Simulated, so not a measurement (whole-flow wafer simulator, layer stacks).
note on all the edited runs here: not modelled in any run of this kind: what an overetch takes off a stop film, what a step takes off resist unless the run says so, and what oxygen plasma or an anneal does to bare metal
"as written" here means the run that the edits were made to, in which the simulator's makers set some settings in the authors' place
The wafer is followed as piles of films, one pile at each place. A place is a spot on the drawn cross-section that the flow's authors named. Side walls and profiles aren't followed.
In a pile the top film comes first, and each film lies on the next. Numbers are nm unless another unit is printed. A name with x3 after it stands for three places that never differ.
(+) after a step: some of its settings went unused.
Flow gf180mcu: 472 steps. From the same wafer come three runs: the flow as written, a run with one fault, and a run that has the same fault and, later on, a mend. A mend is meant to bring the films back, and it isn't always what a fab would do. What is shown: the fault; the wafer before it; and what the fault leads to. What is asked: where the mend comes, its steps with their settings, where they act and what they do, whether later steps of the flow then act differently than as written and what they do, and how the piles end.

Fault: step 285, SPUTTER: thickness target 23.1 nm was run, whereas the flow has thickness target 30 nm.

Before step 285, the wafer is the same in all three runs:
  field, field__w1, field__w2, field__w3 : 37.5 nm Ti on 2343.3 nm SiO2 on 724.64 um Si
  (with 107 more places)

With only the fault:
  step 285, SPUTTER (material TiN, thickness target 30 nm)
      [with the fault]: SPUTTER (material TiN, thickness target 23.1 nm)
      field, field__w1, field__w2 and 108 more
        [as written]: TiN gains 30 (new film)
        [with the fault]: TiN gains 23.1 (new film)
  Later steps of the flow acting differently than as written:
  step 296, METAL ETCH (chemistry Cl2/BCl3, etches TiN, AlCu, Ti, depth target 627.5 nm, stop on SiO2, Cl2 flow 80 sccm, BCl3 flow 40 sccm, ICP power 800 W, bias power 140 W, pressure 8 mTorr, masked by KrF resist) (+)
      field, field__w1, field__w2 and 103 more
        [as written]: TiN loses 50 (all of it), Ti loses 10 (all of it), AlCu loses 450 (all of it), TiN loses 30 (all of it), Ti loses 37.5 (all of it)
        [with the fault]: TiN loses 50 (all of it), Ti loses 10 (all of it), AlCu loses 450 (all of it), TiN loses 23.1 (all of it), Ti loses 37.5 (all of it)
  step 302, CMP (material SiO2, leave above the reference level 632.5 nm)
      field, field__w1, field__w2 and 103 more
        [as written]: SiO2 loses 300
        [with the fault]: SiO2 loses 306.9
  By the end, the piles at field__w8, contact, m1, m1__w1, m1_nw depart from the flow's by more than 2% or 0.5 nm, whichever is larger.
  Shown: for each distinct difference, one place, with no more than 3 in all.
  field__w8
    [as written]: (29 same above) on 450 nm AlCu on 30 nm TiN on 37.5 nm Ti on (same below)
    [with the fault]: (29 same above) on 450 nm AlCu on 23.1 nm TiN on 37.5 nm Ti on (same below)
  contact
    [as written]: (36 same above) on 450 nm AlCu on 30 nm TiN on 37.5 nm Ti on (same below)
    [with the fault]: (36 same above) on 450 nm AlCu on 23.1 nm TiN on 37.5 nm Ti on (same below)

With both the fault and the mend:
  After step 285 comes the mend.
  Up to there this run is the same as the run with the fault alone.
  step 285a, SPUTTER (material TiN, thickness target 6.9 nm) (the flow's step 285, run once more with other settings)
      field, field__w1, field__w2 and 108 more
        TiN gains 6.9
  Later steps of the flow that are run all act as written at every place that is followed.
  At every place that both follow, the piles at the end match the flow's.
